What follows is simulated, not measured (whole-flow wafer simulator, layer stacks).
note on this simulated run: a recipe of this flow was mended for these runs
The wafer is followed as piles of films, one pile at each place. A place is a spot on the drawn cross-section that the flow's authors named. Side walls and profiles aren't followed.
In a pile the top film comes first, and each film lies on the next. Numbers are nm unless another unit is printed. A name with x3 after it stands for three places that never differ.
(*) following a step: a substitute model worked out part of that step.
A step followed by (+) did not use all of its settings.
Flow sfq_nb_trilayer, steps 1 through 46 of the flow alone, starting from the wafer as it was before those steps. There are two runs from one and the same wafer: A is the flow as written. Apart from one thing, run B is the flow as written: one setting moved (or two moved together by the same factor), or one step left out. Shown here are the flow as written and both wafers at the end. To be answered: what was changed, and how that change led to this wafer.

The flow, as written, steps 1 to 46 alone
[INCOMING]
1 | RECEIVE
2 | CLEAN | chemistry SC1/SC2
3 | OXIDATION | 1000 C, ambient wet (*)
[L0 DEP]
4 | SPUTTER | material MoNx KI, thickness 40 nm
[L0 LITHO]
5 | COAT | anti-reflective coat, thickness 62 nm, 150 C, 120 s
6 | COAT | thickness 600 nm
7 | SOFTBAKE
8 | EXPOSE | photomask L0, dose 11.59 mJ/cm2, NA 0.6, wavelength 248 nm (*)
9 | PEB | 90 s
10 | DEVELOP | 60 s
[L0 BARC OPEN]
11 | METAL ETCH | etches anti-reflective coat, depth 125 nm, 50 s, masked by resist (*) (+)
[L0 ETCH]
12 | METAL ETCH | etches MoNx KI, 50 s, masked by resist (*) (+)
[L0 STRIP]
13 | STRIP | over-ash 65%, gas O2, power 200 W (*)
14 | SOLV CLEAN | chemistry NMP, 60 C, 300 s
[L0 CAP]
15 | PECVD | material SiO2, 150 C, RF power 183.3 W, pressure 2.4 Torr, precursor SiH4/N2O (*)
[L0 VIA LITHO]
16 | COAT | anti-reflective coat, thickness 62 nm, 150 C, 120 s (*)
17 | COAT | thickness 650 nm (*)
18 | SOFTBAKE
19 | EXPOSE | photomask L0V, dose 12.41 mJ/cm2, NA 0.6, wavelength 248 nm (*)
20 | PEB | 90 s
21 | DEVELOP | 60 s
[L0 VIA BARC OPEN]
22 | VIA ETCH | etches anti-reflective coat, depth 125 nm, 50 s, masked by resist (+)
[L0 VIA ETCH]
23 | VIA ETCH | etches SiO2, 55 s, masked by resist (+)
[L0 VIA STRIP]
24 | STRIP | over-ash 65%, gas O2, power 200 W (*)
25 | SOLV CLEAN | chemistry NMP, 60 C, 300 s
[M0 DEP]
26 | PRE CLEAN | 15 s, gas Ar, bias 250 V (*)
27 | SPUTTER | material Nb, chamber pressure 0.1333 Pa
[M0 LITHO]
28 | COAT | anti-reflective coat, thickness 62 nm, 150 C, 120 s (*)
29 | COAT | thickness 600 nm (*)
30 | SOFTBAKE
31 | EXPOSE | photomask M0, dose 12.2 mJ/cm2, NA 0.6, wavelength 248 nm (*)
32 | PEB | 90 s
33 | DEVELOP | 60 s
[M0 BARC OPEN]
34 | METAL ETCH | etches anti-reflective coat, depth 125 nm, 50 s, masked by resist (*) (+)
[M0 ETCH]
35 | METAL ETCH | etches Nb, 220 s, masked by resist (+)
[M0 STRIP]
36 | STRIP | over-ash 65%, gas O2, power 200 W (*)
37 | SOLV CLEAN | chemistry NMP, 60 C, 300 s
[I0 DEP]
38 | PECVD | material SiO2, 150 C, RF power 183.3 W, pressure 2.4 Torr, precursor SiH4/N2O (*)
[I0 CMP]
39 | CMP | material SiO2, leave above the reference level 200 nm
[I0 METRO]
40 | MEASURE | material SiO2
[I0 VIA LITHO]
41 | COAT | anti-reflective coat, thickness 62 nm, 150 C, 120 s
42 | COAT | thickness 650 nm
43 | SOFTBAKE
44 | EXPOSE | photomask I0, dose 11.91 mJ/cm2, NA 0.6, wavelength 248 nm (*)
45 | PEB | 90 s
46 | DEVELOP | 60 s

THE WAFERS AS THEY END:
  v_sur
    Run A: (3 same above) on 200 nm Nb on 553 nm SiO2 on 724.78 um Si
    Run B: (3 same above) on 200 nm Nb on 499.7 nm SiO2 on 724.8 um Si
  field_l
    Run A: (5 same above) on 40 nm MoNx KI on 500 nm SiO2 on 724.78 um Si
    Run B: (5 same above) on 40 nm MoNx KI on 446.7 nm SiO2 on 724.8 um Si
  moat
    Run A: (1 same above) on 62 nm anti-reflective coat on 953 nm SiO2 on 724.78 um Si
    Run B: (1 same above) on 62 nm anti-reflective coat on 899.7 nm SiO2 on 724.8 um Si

What caused this: step 3, OXIDATION: 984 C was run, though the flow has 1000 C.

The path from the change to this, step by step:
  3 | OXIDATION | 1000 C, ambient wet (*)
      field_l, v_sur, via_wl and 103 more: A +500 SiO2 (new film), -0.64 chemical SiO2 (all of it), -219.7 Si | B +446.7 SiO2 (new film), -0.64 chemical SiO2 (all of it), -196.3 Si
